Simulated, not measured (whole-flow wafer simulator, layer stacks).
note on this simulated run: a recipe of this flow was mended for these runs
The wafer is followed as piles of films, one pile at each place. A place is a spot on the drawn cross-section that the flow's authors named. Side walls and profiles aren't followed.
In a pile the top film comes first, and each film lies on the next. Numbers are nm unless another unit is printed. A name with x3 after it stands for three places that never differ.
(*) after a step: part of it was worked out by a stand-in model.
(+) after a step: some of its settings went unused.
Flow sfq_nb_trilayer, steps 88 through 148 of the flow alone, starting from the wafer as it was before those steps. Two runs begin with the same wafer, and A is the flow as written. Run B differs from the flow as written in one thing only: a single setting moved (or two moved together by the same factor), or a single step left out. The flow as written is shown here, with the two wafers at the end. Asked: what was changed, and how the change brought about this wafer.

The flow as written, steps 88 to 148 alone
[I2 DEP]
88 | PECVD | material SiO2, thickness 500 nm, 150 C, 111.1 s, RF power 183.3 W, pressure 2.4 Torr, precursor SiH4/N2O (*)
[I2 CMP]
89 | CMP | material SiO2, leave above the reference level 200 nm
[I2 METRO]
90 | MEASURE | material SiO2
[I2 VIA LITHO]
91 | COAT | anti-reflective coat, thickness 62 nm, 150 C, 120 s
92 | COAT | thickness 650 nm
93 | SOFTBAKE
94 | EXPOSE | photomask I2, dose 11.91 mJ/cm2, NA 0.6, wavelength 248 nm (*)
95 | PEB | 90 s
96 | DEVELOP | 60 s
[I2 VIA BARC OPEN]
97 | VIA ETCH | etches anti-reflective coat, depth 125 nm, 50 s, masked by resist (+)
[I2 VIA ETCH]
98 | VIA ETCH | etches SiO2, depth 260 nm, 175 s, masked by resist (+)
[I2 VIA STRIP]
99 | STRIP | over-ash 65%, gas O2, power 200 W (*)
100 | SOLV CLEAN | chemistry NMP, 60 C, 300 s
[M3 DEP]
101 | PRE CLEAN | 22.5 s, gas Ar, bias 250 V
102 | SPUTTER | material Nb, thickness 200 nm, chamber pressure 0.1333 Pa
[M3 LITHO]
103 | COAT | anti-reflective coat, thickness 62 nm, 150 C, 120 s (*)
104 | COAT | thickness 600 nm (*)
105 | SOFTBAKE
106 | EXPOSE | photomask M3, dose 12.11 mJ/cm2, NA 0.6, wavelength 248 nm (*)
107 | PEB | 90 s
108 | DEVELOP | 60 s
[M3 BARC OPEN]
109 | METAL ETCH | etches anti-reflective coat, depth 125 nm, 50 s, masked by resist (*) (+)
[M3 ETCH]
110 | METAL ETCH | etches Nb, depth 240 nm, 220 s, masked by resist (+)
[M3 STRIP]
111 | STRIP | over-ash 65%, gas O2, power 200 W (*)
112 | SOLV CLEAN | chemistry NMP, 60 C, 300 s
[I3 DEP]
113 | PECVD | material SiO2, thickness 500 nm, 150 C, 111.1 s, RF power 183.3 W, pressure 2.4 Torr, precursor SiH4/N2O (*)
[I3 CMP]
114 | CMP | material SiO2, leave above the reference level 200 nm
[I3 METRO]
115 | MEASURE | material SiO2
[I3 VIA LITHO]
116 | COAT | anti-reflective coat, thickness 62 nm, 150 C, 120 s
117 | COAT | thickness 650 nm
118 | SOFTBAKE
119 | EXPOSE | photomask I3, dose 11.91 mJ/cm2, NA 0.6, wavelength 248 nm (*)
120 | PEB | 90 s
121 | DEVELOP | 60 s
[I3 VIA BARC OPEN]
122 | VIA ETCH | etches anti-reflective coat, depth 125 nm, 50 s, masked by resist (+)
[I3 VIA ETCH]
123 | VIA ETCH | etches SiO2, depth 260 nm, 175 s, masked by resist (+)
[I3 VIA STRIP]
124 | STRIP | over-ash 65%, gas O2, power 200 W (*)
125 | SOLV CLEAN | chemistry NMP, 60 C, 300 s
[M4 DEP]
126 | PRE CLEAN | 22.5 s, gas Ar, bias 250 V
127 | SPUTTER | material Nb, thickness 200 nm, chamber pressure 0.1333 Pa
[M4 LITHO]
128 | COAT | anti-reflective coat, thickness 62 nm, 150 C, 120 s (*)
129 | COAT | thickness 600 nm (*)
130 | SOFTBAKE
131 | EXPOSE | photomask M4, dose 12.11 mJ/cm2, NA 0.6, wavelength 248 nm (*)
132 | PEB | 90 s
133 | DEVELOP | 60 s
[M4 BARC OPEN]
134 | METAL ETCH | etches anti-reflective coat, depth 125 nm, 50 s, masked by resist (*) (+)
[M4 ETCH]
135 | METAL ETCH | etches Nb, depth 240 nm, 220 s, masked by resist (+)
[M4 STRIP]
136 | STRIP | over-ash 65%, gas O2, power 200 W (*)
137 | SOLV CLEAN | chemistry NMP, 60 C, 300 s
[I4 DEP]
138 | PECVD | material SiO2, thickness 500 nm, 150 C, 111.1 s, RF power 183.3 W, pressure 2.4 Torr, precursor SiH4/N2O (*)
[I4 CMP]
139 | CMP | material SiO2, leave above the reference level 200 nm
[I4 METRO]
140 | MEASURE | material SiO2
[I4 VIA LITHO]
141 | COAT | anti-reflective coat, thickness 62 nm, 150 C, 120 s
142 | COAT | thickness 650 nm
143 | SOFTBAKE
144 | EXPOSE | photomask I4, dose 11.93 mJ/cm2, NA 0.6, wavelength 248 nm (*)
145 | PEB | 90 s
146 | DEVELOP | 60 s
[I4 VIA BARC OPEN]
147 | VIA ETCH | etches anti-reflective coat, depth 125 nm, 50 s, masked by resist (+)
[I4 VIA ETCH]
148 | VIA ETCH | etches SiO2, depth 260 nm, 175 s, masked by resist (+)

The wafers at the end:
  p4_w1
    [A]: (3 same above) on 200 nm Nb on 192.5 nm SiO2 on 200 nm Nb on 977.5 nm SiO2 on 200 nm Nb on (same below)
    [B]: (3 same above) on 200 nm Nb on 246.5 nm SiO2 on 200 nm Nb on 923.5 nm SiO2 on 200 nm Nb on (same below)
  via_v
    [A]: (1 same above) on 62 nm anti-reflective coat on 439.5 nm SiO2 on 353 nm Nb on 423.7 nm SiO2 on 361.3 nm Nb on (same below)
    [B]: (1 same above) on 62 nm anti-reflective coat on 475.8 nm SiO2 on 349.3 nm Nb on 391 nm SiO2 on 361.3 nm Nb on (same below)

Cause: step 88, PECVD: thickness 350 nm was run, while the flow as written has thickness 500 nm; step 88, PECVD: 77.78 s was run, where the flow has 111.1 s.

How this came from the change, step by step:
  88 | PECVD | material SiO2, thickness 500 nm, 150 C, 111.1 s, RF power 183.3 W, pressure 2.4 Torr, precursor SiH4/N2O (*)
      field_l, be, be_sur and 81 more: A +500 SiO2 | B +350 SiO2
      v_sur, via_wl, via_w and 18 more: A +500 SiO2 (new film) | B +350 SiO2 (new film)
      (and at 1 other place as well)
  89 | CMP | material SiO2, leave above the reference level 200 nm
      field_l, be, be_sur and 81 more: A -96 SiO2 | B nothing
      via_v: A -181.6 SiO2 | B nothing
      (and at 21 other places as well)
  91 | COAT | anti-reflective coat, thickness 62 nm, 150 C, 120 s
      wl_d_sl, m0r_space_l, m0r_space_r, m6r_space_l x2, m6r_space_r x2: A +62 anti-reflective coat (new film) | B +77.3 anti-reflective coat (new film)
      p4_w1, wl_a_m6, wl_b_m5, wl_b_sr, m5r_line_l, m5r_line_r: A +62 anti-reflective coat (new film) | B +60.6 anti-reflective coat (new film)
      (and at 54 other places as well)
  92 | COAT | thickness 650 nm
      via_wr, wl_e_m5: A +650 KrF-resist-other-grade (new film) | B +633.1 KrF-resist-other-grade (new film)
      via_wl: A +650 KrF-resist-other-grade (new film) | B +634.1 KrF-resist-other-grade (new film)
      (and at 9 other places as well)
  96 | DEVELOP | 60 s
      via_w: A -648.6 KrF-resist-other-grade (all of it) | B -630.6 KrF-resist-other-grade (all of it)
  97 | VIA ETCH | etches anti-reflective coat, depth 125 nm, 50 s, masked by resist (+)
      via_w: A -62 anti-reflective coat (all of it), -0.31 SiO2 | B -59.2 anti-reflective coat (all of it), -0.33 SiO2
  99 | STRIP | over-ash 65%, gas O2, power 200 W (*)
      m0r_line_l x3, m0r_line_r x3: A -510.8 KrF-resist-other-grade (all of it), -62 anti-reflective coat (all of it) | B -517.7 KrF-resist-other-grade (all of it), -70.9 anti-reflective coat (all of it)
      m0r_space_l, m0r_space_r, m6r_space_l x2, m6r_space_r x2: A -510.8 KrF-resist-other-grade (all of it), -62 anti-reflective coat (all of it) | B -512.4 KrF-resist-other-grade (all of it), -77.3 anti-reflective coat (all of it)
      (and at 56 other places as well)
  103 | COAT | anti-reflective coat, thickness 62 nm, 150 C, 120 s (*)
      p3_s1, wl_j_sr, wl_a_m6, wl_b_m5, wl_b_sr, m5r_line_l, m5r_line_r: A +62 anti-reflective coat (new film) | B +60.5 anti-reflective coat (new film)
      m0r_line_l x3, m0r_line_r x3: A +62 anti-reflective coat (new film) | B +69.2 anti-reflective coat (new film)
      (and at 53 other places as well)
  104 | COAT | thickness 600 nm (*)
      v_sur: A +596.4 KrF-resist-other-grade (new film) | B +582.3 KrF-resist-other-grade (new film)
      via_wl: A +616.5 KrF-resist-other-grade (new film) | B +595.1 KrF-resist-other-grade (new film)
      (and at 10 other places as well)
  108 | DEVELOP | 60 s
      wl_d_sl: A -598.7 KrF-resist-other-grade (all of it) | B -612.3 KrF-resist-other-grade (all of it)
      wl_d_m1: A -598.7 KrF-resist-other-grade (all of it) | B -617.3 KrF-resist-other-grade (all of it)
      (and at 5 other places as well)
  109 | METAL ETCH | etches anti-reflective coat, depth 125 nm, 50 s, masked by resist (*) (+)
      m0r_line_l x3, m0r_line_r x3: A -62 anti-reflective coat (all of it) | B -69.2 anti-reflective coat (all of it)
      p3_s1, m5r_line_l, m5r_line_r: A -62 anti-reflective coat (all of it) | B -60.5 anti-reflective coat (all of it)
      (and at 38 other places as well)
  111 | STRIP | over-ash 65%, gas O2, power 200 W (*)
      wl_a_sr, wl_b_sl: A -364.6 KrF-resist-other-grade (all of it), -62 anti-reflective coat (all of it) | B -359.2 KrF-resist-other-grade (all of it), -60.6 anti-reflective coat (all of it)
      v_sur: A -361 KrF-resist-other-grade (all of it), -46 anti-reflective coat (all of it) | B -347 KrF-resist-other-grade (all of it), -34.6 anti-reflective coat (all of it)
      (and at 21 other places as well)
  114 | CMP | material SiO2, leave above the reference level 200 nm
      field_l, be, be_sur and 64 more: A -96 SiO2 | B -42 SiO2
      p4_w1, p4_w2, p4_w3 and 6 more: A -300 SiO2 | B -246 SiO2
      (and at 9 other places as well)
  123 | VIA ETCH | etches SiO2, depth 260 nm, 175 s, masked by resist (+)
      via_v: A -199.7 SiO2 (all of it), -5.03 Nb | B -232.3 SiO2 (all of it), -2.31 Nb
  127 | SPUTTER | material Nb, thickness 200 nm, chamber pressure 0.1333 Pa
      via_v: A +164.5 Nb | B +158.1 Nb
  128 | COAT | anti-reflective coat, thickness 62 nm, 150 C, 120 s (*)
      via_v: A +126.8 anti-reflective coat (new film) | B +133.3 anti-reflective coat (new film)
  ... 2 other steps ...
  138 | PECVD | material SiO2, thickness 500 nm, 150 C, 111.1 s, RF power 183.3 W, pressure 2.4 Torr, precursor SiH4/N2O (*)
      via_v: A +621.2 SiO2 (new film) | B +657.5 SiO2 (new film)
